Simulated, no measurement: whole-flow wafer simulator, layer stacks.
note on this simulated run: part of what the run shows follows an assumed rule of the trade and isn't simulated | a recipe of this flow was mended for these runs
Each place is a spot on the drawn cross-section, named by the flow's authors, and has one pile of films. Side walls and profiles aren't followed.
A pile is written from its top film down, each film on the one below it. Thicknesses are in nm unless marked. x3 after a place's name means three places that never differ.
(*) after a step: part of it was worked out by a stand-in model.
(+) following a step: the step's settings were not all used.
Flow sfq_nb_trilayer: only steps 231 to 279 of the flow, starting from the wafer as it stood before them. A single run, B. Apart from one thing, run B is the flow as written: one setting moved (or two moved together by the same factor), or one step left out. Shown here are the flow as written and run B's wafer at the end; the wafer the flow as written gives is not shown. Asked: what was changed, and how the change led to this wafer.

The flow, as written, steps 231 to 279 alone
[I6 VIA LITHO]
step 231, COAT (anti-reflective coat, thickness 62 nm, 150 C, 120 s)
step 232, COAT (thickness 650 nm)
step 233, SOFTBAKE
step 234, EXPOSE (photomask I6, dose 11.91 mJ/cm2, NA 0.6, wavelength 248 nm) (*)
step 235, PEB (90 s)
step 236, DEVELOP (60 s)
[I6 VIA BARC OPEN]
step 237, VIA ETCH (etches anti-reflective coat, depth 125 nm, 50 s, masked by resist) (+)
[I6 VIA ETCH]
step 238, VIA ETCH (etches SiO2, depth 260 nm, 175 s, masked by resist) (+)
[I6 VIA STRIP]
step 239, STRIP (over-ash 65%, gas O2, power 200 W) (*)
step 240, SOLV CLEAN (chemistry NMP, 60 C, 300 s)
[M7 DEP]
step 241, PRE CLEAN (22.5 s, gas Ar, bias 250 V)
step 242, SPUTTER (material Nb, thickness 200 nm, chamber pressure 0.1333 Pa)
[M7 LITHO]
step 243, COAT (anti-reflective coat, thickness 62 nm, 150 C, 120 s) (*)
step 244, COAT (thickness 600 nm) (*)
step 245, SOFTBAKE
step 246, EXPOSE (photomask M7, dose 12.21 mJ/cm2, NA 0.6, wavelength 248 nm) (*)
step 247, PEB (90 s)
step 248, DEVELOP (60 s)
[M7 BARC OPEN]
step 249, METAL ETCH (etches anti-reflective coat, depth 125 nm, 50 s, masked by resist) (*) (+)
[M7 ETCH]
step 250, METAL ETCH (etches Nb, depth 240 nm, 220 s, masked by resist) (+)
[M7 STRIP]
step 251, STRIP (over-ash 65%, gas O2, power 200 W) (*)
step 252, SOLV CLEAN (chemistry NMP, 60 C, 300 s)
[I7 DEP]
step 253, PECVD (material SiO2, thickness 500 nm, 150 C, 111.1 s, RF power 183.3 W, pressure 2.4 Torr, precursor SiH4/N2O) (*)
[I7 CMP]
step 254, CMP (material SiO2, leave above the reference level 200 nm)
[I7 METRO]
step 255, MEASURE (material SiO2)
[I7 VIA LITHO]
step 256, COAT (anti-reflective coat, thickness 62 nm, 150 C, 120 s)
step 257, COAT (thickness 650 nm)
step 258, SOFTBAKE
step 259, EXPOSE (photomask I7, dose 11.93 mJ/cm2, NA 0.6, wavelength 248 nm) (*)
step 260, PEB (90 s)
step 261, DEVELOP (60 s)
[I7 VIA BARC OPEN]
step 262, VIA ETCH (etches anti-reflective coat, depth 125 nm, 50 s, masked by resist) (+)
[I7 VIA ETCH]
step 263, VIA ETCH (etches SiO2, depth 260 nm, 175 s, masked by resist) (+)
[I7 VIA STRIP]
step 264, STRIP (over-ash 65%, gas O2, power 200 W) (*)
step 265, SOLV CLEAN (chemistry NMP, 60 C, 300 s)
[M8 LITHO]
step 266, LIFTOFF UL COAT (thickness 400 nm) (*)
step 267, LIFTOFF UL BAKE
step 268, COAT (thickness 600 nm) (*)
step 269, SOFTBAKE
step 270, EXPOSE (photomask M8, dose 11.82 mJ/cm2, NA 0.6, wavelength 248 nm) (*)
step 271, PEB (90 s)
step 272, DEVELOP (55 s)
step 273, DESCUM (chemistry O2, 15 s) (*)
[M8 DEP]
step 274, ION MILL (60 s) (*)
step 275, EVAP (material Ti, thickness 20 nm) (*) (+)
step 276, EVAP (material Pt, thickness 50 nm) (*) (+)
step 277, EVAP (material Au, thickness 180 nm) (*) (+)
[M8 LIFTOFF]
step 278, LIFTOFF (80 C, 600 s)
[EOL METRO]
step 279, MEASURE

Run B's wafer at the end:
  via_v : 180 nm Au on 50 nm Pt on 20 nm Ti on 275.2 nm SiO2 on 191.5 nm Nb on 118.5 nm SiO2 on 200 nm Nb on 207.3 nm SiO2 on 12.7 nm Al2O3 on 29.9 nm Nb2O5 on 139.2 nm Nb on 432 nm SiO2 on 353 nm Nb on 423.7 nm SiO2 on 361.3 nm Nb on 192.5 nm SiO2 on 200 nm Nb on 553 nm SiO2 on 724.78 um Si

Cause: step 237, VIA ETCH: etches anti-reflective coat, depth 125 nm, 50 s, masked by resist (+), was skipped.

How this came from the change, step by step:
  step 238, VIA ETCH (etches SiO2, depth 260 nm, 175 s, masked by resist) (+)
      via_v: -62 anti-reflective coat (all of it), -74 SiO2 (in the flow as written it would be: -199.7 SiO2 (all of it), -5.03 Nb)
  step 239, STRIP (over-ash 65%, gas O2, power 200 W) (*)
      field_l, v_sur, via_wl and 102 more: -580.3 KrF-resist-other-grade (all of it), -62 anti-reflective coat (all of it) (in the flow as written it would be: -510.8 KrF-resist-other-grade (all of it), -62 anti-reflective coat (all of it))
  step 241, PRE CLEAN (22.5 s, gas Ar, bias 250 V)
      via_v: -7.5 SiO2 (in the flow as written it would be: -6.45 Nb)
  step 242, SPUTTER (material Nb, thickness 200 nm, chamber pressure 0.1333 Pa)
      via_v: +191.5 Nb (new film) (in the flow as written it would be: +159.9 Nb)
  step 243, COAT (anti-reflective coat, thickness 62 nm, 150 C, 120 s) (*)
      via_wl: +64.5 anti-reflective coat (new film) (in the flow as written it would be: +67.5 anti-reflective coat (new film))
      via_w: +64 anti-reflective coat (new film) (in the flow as written it would be: +70.9 anti-reflective coat (new film))
      (and at 6 other places as well)
  step 244, COAT (thickness 600 nm) (*)
      via_wr: +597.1 KrF-resist-other-grade (new film) (in the flow as written it would be: +583.7 KrF-resist-other-grade (new film))
      via_v: +622.2 KrF-resist-other-grade (new film) (in the flow as written it would be: +742.2 KrF-resist-other-grade (new film))
  step 251, STRIP (over-ash 65%, gas O2, power 200 W) (*)
      via_wl: -361 KrF-resist-other-grade (all of it), -64.5 anti-reflective coat (all of it) (in the flow as written it would be: -357.5 KrF-resist-other-grade (all of it), -67.5 anti-reflective coat (all of it))
      via_w: -360 KrF-resist-other-grade (all of it), -64 anti-reflective coat (all of it) (in the flow as written it would be: -351.5 KrF-resist-other-grade (all of it), -70.9 anti-reflective coat (all of it))
      (and at 6 other places as well)
  step 253, PECVD (material SiO2, thickness 500 nm, 150 C, 111.1 s, RF power 183.3 W, pressure 2.4 Torr, precursor SiH4/N2O) (*)
      via_v: +500 SiO2 (new film) (in the flow as written it would be: +627.2 SiO2 (new film))
  step 254, CMP (material SiO2, leave above the reference level 200 nm)
      via_v: -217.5 SiO2 (in the flow as written it would be: -183.1 SiO2)
With metal films that touch counted as one body, via_v has 7 bodies (between them, from the top down: SiO2 275.2; SiO2 118.5; SiO2 207.3 / Al2O3 12.7 / Nb2O5 29.9; SiO2 432; SiO2 423.7; SiO2 192.5); the flow as written gives 6 bodies (between them, from the top down: SiO2 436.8; SiO2 207.3 / Al2O3 12.7 / Nb2O5 29.9; SiO2 432; SiO2 423.7; SiO2 192.5).
